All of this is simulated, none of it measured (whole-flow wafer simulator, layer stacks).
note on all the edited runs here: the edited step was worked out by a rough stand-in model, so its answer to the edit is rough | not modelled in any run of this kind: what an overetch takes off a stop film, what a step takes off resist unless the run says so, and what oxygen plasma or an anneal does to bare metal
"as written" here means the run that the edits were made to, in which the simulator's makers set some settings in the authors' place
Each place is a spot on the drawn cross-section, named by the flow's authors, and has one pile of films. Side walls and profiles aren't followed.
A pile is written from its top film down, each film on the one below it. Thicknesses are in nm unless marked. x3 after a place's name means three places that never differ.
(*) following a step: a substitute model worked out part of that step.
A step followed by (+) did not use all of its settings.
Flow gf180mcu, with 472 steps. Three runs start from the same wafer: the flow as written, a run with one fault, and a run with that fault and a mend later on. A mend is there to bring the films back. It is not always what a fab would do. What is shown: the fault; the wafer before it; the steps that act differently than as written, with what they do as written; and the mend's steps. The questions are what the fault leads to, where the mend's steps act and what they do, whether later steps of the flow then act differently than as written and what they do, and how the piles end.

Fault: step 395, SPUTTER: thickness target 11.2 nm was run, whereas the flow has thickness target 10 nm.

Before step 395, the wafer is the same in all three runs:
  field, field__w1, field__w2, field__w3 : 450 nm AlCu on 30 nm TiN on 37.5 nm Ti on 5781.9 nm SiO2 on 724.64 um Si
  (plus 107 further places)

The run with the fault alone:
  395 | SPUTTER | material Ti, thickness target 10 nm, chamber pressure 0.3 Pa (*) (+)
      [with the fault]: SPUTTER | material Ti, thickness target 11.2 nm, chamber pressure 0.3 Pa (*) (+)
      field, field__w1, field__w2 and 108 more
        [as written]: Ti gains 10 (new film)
        [with the fault]: Ti gains 11.2 (new film)
  Steps further on in the flow that do not act as written (not shown: 1 more step that differs only slightly, by at most 2% or 0.5 nm, whichever is larger):
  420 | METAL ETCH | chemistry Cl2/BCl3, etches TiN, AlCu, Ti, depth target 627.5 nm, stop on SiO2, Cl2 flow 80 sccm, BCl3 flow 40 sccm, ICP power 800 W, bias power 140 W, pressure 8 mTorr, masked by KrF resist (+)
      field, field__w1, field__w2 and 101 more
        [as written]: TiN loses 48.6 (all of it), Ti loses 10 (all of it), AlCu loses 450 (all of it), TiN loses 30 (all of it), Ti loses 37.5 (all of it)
        [with the fault]: TiN loses 48.6 (all of it), Ti loses 11.2 (all of it), AlCu loses 450 (all of it), TiN loses 30 (all of it), Ti loses 37.5 (all of it)
  The piles end different from the flow's at field__w4, field__w8, contact, m1, m1__w1, mim, mim_1p0, m1_nw by more than 2% or 0.5 nm, whichever is larger.
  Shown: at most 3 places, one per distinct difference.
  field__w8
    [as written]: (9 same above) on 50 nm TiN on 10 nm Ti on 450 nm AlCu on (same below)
    [with the fault]: (9 same above) on 50 nm TiN on 11.2 nm Ti on 450 nm AlCu on (same below)
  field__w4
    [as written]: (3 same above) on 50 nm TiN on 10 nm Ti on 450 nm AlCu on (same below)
    [with the fault]: (3 same above) on 50 nm TiN on 11.2 nm Ti on 450 nm AlCu on (same below)
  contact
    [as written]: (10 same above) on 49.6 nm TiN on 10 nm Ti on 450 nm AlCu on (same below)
    [with the fault]: (10 same above) on 49.6 nm TiN on 11.2 nm Ti on 450 nm AlCu on (same below)

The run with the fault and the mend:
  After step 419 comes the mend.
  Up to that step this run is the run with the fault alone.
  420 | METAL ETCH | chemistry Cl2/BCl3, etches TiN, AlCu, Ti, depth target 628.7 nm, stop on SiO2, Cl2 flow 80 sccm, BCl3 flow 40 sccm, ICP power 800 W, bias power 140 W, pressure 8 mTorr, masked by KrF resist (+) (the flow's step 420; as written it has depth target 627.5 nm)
      field, field__w1, field__w2 and 101 more
        TiN loses 48.6 (all of it), Ti loses 11.2 (all of it), AlCu loses 450 (all of it), TiN loses 30 (all of it), Ti loses 37.5 (all of it)
      field__w4, field__w8, contact, m1, m1__w1, mim, mim_1p0, m1_nw
        KrF resist loses 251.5
  Every later step of the flow that is run acts as written, at every place that is followed, to within 2% or 0.5 nm, whichever is larger.
  The piles end different from the flow's at field__w4, field__w8, contact, m1, m1__w1, mim, mim_1p0, m1_nw by more than 2% or 0.5 nm, whichever is larger.
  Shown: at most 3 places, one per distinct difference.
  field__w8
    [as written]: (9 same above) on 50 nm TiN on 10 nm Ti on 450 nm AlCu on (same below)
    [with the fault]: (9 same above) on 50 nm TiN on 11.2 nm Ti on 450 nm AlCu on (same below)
    [with the mend]: (9 same above) on 50 nm TiN on 11.2 nm Ti on 450 nm AlCu on (same below)
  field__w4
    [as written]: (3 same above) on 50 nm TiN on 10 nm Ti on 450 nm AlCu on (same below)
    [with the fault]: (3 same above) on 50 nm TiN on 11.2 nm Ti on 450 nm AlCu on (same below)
    [with the mend]: (3 same above) on 50 nm TiN on 11.2 nm Ti on 450 nm AlCu on (same below)
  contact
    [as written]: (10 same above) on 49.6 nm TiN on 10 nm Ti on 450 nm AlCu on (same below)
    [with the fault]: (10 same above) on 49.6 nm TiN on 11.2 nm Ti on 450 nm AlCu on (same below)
    [with the mend]: (10 same above) on 49.6 nm TiN on 11.2 nm Ti on 450 nm AlCu on (same below)
